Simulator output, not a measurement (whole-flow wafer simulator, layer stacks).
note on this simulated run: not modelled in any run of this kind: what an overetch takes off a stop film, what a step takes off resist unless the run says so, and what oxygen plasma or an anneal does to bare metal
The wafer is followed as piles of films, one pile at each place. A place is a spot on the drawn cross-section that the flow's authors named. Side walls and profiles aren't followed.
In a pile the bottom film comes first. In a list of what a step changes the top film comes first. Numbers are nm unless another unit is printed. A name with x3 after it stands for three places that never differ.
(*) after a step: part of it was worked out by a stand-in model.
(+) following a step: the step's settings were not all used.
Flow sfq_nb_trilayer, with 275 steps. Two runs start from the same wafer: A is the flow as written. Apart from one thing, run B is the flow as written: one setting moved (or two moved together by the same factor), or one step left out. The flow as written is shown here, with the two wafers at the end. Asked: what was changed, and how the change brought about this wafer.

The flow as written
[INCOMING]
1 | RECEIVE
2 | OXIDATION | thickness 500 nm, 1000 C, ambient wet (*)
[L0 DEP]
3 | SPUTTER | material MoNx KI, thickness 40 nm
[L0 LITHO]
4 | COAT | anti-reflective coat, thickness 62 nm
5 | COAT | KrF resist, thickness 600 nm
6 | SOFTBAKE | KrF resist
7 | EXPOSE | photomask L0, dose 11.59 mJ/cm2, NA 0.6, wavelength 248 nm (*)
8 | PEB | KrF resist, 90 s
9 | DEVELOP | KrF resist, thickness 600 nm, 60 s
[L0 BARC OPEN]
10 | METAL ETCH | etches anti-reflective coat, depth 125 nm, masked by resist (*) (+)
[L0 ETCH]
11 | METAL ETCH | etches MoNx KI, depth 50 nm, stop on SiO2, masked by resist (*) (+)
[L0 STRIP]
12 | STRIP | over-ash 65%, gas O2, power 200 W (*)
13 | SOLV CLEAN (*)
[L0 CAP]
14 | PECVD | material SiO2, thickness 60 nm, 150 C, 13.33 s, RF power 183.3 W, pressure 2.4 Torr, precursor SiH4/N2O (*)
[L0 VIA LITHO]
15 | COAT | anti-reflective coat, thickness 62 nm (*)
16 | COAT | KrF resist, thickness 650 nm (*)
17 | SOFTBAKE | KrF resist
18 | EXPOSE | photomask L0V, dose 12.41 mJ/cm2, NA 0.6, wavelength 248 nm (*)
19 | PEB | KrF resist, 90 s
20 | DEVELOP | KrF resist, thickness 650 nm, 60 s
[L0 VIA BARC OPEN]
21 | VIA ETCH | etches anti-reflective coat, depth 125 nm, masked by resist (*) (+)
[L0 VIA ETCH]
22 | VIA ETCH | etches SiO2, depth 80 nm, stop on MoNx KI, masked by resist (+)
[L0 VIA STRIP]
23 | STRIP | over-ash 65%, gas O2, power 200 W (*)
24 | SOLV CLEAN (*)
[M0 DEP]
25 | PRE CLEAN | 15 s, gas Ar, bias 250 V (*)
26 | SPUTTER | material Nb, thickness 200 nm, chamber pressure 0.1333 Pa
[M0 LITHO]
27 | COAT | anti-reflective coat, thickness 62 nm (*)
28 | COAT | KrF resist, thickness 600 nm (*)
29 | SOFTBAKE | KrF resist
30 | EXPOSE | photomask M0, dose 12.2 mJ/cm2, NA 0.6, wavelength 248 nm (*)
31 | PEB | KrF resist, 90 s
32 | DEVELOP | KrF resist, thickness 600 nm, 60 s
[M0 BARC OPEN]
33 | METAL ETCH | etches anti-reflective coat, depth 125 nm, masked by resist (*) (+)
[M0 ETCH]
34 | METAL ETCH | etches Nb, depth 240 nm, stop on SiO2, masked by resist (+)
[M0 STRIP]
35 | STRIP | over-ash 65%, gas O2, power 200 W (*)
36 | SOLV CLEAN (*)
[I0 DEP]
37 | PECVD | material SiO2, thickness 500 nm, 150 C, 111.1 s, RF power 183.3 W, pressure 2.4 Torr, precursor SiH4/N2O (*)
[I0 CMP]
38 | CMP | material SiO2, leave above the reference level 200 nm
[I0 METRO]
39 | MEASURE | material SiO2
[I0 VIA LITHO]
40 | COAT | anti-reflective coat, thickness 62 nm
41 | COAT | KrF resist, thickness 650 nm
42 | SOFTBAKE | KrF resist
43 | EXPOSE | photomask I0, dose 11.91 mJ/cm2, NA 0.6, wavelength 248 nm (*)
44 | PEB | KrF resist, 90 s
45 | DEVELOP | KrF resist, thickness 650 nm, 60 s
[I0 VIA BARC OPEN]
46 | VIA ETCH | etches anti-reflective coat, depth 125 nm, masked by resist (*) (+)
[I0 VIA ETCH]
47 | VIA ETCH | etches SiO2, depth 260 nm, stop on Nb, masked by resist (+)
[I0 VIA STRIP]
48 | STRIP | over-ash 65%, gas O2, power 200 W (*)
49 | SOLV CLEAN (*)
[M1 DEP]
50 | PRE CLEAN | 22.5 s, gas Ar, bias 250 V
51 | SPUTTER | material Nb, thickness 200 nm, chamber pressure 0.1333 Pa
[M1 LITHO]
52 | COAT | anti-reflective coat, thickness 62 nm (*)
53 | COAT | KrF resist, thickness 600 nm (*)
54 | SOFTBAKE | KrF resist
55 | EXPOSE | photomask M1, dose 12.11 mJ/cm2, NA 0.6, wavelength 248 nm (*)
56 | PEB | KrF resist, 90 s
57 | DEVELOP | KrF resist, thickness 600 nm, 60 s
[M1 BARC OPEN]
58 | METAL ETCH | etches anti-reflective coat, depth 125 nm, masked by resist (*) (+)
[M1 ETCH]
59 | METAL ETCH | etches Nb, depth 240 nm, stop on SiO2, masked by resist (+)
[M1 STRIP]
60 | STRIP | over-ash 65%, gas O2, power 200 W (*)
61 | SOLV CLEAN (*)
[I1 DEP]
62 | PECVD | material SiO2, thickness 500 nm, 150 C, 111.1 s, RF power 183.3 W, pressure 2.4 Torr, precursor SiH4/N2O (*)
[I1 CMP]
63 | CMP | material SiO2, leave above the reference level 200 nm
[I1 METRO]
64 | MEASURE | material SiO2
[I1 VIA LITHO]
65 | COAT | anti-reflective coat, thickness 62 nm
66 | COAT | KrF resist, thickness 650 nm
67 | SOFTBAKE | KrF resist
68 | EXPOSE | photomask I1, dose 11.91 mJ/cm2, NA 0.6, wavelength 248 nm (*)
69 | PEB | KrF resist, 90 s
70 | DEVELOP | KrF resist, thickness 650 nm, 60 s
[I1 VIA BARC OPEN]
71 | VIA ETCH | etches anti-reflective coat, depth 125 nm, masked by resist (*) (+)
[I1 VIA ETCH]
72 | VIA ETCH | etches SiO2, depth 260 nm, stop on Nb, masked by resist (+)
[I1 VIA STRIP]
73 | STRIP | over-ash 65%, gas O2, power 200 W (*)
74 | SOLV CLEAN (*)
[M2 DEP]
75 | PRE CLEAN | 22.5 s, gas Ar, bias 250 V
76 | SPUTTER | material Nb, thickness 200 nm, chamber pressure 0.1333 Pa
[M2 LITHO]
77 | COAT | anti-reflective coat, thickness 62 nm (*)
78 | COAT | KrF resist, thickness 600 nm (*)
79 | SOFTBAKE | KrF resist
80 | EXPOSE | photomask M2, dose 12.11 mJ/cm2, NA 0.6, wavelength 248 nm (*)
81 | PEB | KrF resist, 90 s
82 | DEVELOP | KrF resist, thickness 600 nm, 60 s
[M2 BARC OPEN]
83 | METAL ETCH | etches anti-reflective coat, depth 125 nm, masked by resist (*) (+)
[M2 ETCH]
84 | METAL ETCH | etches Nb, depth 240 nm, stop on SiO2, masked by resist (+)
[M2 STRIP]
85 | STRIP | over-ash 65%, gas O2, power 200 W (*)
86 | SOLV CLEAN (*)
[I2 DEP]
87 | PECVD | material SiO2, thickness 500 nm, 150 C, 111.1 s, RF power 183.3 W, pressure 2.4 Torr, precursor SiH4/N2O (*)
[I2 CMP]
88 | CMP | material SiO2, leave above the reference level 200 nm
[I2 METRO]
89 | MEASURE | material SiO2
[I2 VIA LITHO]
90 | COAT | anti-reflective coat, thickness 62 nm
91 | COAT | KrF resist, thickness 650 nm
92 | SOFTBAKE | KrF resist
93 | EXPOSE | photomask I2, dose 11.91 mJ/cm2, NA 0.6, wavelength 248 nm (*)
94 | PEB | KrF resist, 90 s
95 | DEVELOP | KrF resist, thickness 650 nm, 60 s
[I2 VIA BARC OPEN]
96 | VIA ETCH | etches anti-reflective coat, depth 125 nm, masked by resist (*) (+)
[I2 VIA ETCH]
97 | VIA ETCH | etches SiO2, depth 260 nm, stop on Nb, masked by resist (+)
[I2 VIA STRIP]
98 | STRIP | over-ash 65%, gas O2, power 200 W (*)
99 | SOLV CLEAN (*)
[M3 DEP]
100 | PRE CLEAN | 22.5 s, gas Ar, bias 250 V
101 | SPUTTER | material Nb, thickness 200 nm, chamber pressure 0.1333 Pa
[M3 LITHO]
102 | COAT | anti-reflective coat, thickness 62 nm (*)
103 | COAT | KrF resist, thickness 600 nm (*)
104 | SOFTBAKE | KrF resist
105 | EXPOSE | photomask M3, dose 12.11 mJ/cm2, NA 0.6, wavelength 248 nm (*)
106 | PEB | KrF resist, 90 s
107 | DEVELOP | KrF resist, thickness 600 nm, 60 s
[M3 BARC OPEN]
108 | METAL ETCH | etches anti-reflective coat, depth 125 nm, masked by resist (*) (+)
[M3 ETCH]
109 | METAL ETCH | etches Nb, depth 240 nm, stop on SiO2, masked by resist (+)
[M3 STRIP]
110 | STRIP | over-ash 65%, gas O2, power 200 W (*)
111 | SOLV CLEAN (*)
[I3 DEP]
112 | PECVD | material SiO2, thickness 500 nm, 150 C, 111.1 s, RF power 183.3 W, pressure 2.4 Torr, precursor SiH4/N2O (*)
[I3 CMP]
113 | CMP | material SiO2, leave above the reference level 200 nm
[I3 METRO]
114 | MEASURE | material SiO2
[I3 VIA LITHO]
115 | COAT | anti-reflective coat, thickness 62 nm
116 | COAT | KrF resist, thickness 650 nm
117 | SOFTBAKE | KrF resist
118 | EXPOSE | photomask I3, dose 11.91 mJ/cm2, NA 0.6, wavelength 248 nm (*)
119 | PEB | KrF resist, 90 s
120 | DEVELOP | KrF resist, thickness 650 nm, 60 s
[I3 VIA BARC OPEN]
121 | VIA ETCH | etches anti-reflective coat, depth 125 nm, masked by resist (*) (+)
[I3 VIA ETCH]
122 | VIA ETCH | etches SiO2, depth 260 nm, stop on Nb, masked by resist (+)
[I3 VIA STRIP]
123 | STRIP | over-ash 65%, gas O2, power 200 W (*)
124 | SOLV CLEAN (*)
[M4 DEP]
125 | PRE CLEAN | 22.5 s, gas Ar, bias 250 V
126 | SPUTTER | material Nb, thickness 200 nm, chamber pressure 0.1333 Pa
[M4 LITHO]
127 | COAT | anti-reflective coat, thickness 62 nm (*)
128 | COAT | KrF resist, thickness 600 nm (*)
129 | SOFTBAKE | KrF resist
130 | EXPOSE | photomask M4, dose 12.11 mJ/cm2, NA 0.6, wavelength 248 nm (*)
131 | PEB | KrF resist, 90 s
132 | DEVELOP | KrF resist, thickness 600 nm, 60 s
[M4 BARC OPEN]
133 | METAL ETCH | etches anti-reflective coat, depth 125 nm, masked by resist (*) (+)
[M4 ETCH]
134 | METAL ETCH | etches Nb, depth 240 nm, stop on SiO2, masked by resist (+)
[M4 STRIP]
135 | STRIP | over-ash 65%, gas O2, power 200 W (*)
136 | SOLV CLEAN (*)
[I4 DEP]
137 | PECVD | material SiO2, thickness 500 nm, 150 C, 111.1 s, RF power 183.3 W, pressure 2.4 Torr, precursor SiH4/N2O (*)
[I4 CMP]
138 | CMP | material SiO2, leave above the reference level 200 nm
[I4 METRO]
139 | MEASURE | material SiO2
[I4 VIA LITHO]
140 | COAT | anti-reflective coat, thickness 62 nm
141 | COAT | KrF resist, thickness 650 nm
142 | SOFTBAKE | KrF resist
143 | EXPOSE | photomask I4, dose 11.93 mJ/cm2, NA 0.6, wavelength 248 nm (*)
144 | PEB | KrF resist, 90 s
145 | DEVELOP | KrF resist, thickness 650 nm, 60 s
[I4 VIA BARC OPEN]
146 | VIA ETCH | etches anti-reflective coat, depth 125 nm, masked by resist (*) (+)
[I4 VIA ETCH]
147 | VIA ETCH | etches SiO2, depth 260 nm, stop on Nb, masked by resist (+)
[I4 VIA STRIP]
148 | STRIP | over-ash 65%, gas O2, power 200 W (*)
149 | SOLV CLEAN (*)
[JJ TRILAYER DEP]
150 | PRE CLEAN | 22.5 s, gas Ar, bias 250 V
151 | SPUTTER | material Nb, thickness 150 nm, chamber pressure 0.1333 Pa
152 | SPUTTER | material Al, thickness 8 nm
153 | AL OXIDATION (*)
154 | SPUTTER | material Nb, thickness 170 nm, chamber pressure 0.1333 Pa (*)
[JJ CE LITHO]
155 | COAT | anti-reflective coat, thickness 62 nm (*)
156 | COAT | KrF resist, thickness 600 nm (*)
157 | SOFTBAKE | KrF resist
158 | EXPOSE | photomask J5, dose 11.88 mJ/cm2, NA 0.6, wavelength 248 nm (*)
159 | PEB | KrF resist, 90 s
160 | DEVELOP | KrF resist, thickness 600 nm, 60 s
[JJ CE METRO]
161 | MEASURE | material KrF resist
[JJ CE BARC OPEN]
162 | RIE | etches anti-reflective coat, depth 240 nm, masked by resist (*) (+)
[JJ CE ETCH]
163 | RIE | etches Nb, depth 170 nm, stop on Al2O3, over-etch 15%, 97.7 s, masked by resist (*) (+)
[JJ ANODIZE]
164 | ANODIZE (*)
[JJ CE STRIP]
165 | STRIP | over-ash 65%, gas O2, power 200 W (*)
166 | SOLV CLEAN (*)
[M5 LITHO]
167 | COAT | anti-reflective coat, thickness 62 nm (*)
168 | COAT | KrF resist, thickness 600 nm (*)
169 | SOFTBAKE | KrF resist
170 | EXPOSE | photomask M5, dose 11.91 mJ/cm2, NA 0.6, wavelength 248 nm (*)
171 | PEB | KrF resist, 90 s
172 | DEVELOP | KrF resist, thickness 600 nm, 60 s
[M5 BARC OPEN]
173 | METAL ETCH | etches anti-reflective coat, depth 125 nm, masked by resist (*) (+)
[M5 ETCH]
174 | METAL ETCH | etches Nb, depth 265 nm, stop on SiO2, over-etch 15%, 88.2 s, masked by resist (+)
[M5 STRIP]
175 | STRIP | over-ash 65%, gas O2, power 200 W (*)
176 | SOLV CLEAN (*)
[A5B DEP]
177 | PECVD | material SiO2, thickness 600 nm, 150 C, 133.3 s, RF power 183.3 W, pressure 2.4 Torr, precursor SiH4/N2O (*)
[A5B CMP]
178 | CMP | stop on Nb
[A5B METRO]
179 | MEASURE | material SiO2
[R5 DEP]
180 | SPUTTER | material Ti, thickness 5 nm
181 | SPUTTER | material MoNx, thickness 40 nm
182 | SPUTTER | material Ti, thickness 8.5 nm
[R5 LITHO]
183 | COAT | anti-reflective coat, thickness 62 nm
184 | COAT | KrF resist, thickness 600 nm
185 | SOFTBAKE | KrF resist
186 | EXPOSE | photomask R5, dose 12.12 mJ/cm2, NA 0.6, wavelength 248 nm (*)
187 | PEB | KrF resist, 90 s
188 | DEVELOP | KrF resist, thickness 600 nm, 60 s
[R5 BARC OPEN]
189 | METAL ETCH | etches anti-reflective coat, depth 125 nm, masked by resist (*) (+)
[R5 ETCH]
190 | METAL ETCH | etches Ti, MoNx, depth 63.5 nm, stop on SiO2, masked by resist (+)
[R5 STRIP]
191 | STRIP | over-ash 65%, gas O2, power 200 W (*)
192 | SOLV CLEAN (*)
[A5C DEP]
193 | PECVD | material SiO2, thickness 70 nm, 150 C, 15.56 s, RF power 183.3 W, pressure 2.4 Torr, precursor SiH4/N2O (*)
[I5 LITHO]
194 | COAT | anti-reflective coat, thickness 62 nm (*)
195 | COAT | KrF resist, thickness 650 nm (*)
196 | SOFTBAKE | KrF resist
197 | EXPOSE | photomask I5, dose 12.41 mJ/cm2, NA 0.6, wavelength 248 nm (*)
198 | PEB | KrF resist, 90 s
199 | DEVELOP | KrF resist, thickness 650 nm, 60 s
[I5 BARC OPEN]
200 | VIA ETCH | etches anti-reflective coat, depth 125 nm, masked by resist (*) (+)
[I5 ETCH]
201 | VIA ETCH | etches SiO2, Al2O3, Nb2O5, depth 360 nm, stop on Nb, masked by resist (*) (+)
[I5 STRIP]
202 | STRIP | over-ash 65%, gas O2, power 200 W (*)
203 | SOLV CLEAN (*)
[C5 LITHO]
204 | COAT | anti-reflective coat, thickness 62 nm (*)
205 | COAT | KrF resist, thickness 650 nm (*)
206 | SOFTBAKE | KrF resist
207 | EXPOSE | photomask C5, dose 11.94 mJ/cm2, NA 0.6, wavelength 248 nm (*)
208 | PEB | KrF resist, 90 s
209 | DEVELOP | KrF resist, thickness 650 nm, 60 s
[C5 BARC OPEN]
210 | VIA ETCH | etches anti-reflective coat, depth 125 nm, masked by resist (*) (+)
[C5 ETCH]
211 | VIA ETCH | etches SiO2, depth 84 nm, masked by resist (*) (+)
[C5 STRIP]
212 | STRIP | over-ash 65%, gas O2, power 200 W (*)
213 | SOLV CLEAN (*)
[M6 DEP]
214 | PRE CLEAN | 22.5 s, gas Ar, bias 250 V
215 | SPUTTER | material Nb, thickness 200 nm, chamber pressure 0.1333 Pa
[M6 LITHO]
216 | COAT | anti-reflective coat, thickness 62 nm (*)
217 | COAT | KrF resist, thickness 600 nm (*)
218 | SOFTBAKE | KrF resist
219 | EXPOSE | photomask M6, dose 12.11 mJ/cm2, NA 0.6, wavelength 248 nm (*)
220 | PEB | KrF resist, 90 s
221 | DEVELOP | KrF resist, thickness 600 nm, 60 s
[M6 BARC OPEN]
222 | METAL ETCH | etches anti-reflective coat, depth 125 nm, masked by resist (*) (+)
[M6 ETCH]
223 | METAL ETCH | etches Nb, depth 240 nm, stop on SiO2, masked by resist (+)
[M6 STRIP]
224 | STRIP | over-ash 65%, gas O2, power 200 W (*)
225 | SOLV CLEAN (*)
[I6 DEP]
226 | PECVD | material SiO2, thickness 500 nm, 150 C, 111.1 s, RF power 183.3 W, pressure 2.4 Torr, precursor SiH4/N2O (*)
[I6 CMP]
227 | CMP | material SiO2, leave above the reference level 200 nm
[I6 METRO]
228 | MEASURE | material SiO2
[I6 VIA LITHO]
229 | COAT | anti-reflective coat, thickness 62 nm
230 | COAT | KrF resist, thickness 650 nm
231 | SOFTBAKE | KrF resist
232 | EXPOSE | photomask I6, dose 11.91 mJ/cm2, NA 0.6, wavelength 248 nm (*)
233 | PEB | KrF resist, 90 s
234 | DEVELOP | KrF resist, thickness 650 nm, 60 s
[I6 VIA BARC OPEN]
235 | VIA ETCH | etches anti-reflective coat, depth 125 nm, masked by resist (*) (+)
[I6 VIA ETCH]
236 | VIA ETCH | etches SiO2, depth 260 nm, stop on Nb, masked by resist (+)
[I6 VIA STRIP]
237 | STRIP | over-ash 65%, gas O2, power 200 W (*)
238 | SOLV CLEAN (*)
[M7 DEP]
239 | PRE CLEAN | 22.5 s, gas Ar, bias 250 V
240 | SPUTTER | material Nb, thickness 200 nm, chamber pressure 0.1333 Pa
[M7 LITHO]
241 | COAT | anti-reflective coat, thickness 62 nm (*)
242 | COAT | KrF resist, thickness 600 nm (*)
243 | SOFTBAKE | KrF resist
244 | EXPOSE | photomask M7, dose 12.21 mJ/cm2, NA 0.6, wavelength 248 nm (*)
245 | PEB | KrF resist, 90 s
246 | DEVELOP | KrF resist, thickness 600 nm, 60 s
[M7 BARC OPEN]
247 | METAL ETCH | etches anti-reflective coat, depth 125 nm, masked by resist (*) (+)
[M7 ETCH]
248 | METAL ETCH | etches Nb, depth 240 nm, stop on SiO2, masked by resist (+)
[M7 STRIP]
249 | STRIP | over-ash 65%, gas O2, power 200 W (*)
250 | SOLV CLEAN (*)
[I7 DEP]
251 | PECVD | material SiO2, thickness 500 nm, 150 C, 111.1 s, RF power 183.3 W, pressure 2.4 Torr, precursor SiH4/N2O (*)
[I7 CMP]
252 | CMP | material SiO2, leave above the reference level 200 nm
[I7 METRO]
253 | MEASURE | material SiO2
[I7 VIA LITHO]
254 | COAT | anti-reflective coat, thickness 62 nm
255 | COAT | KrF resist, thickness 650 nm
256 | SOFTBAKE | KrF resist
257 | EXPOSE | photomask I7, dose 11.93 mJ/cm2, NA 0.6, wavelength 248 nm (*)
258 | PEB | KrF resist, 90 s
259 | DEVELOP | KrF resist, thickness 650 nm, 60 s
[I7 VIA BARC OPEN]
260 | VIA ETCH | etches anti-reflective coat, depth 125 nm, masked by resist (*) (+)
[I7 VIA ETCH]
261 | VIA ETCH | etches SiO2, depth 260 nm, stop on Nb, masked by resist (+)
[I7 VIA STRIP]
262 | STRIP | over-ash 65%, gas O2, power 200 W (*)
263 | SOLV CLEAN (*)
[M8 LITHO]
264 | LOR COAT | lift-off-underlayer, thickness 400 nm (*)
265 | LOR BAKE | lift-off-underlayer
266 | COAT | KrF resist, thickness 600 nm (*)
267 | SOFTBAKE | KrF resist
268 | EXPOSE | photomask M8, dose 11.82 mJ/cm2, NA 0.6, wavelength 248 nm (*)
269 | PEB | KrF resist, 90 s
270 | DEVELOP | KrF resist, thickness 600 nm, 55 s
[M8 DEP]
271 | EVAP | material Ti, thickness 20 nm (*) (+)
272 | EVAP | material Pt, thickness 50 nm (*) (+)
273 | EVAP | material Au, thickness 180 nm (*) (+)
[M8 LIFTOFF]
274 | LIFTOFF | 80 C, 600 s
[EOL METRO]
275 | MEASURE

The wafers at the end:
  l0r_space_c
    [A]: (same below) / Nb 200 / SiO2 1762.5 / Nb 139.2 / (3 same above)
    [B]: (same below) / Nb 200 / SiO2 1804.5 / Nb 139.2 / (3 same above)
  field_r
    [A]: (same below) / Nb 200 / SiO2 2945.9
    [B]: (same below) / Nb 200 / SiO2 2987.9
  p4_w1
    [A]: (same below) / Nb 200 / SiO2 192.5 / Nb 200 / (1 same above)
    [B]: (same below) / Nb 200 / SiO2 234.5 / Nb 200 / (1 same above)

What caused this: step 113, CMP: leave above the reference level 242 nm was run, whereas the flow has leave above the reference level 200 nm.

The path from the change to this, step by step:
  113 | CMP | material SiO2, leave above the reference level 200 nm
      field_l, be, be_sur and 64 more: A SiO2 loses 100 | B SiO2 loses 58
      v_sur, via_wl, via_wr and 27 more: A SiO2 loses 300 | B SiO2 loses 258
      (and at 9 other places as well)
  122 | VIA ETCH | etches SiO2, depth 260 nm, stop on Nb, masked by resist (+)
      via_v: A SiO2 loses 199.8 (all of it) | B SiO2 loses 241.8 (all of it)
  126 | SPUTTER | material Nb, thickness 200 nm, chamber pressure 0.1333 Pa
      via_v: A Nb gains 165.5 | B Nb gains 156.6
  127 | COAT | anti-reflective coat, thickness 62 nm (*)
      via_v: A anti-reflective coat gains 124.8 (new film) | B anti-reflective coat gains 133.8 (new film)
  128 | COAT | KrF resist, thickness 600 nm (*)
      via_v: A KrF resist gains 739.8 (new film) | B KrF resist gains 774.7 (new film)
  135 | STRIP | over-ash 65%, gas O2, power 200 W (*)
      via_v: A KrF resist loses 521.8 (all of it), anti-reflective coat loses 124.8 (all of it) | B KrF resist loses 556.7 (all of it), anti-reflective coat loses 133.8 (all of it)
  137 | PECVD | material SiO2, thickness 500 nm, 150 C, 111.1 s, RF power 183.3 W, pressure 2.4 Torr, precursor SiH4/N2O (*)
      via_v: A SiO2 gains 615 (new film) | B SiO2 gains 666 (new film)
